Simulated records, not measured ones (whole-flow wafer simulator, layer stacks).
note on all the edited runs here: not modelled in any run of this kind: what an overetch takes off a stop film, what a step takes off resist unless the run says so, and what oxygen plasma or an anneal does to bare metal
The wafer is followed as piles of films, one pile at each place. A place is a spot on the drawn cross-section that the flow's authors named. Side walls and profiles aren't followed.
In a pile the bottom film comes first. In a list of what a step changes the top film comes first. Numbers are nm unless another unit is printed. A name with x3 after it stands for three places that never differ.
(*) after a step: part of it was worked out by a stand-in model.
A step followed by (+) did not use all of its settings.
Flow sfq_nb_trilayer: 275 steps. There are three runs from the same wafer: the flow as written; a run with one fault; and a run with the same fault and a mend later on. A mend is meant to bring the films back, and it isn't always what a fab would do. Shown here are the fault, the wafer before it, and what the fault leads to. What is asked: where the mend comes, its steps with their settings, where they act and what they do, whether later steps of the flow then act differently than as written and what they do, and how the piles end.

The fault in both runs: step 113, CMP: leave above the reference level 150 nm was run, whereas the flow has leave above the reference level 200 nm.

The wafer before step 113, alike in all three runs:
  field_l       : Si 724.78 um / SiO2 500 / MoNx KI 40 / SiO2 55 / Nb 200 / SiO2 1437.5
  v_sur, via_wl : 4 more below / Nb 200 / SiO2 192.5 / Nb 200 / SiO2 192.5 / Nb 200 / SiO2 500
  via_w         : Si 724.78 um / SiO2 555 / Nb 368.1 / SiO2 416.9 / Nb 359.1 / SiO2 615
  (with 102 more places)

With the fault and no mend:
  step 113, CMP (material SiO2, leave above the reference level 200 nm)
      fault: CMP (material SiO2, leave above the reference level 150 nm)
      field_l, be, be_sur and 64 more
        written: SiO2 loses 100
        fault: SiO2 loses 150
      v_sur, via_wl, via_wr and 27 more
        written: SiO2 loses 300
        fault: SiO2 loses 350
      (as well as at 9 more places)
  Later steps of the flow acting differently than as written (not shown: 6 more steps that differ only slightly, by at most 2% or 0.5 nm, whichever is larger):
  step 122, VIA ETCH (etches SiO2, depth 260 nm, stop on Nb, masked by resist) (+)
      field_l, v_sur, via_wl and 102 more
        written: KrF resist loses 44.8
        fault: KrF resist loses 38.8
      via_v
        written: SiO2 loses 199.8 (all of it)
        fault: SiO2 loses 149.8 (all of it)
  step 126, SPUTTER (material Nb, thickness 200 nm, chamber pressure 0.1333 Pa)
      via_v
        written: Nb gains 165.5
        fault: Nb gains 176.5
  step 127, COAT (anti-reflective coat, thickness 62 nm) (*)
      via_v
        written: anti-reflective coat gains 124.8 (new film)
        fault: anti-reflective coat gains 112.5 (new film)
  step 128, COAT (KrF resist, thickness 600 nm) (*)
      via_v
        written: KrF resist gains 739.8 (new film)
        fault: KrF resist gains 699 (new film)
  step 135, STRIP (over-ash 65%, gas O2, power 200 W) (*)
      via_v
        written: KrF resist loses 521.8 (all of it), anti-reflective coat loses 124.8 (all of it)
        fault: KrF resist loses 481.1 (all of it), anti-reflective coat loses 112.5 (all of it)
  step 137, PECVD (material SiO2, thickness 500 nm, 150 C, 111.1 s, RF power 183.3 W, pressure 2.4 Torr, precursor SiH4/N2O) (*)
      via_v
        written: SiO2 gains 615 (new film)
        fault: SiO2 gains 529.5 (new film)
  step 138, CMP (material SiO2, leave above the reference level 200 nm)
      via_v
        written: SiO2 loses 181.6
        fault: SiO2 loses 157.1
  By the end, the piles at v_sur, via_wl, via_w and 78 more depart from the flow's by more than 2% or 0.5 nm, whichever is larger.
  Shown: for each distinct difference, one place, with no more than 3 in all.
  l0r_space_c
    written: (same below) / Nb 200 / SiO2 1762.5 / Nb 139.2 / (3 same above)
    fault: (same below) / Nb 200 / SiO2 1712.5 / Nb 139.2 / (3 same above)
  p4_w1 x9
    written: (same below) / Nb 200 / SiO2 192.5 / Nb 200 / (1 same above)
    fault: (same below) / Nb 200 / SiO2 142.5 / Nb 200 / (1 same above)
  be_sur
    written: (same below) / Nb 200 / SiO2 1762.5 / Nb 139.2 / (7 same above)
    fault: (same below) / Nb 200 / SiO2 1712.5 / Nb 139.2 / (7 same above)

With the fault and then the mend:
  The mend follows step 114.
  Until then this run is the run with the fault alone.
  step 114a, PECVD (material SiO2, thickness 50 nm, 150 C, 11.11 s, RF power 183.3 W, pressure 2.4 Torr, precursor SiH4/N2O) (a further turn of the flow's step 112, with different settings)
      field_l, v_sur, via_wl and 103 more
        SiO2 gains 50
  Every later step of the flow that is run acts as written, at every place that is followed, to within 2% or 0.5 nm, whichever is larger.
  At every place that both follow, the piles at the end match the flow's.
